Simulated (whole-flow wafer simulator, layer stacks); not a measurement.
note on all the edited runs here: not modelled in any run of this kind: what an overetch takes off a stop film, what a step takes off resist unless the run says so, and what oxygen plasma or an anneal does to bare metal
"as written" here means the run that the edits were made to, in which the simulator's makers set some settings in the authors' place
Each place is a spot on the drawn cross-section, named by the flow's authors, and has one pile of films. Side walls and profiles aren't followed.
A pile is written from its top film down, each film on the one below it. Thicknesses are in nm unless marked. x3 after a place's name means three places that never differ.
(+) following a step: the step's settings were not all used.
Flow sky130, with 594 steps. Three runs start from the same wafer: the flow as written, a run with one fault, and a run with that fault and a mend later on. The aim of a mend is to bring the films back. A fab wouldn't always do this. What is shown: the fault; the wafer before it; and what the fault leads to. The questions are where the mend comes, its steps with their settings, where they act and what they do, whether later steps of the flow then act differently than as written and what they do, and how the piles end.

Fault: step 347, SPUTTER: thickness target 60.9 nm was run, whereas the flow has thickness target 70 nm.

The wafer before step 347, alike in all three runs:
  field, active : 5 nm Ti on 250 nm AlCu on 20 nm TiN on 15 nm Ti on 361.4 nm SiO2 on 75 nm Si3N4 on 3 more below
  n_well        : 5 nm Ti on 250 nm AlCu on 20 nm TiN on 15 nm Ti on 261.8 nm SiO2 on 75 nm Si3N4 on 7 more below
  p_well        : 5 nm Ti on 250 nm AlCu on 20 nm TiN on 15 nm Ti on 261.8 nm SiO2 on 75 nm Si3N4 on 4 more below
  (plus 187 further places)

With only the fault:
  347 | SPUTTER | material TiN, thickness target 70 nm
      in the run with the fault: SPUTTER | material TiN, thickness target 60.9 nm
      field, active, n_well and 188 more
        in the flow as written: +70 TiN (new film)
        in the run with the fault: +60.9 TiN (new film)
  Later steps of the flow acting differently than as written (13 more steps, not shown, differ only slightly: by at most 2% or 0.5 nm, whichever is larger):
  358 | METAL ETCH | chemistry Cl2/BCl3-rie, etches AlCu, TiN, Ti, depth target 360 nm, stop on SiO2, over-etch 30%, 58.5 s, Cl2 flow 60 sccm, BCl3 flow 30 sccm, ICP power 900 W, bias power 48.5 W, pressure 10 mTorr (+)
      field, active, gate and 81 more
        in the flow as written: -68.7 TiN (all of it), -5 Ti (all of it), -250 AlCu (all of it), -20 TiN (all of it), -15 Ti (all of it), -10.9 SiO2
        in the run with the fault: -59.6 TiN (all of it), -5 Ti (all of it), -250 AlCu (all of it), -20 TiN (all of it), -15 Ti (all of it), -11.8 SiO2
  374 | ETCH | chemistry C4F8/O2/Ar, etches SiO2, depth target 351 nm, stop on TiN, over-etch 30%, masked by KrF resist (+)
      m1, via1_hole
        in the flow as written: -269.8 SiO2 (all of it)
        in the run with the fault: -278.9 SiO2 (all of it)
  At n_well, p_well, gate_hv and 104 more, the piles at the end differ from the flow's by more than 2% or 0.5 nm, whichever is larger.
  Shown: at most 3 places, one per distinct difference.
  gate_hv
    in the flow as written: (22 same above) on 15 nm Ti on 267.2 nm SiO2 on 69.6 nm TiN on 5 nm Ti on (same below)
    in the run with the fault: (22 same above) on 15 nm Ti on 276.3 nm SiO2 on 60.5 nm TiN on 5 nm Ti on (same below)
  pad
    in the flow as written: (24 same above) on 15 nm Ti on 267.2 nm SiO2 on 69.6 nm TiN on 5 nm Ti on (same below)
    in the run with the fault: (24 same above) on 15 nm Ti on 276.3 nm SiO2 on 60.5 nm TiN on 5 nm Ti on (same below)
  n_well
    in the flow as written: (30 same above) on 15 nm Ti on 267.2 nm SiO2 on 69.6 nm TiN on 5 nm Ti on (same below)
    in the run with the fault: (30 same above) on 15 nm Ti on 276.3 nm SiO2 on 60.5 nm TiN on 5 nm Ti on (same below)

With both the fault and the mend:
  After step 347 comes the mend.
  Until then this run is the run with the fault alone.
  347a | SPUTTER | material TiN, thickness target 9.1 nm (the flow's step 347 again, with other settings)
      field, active, n_well and 188 more
        +9.1 TiN
  None of the later steps of the flow differs from how it acts as written, at any place that is followed, by more than 2% or 0.5 nm, whichever is larger.
  At every place that both follow, the piles at the end match the flow's.
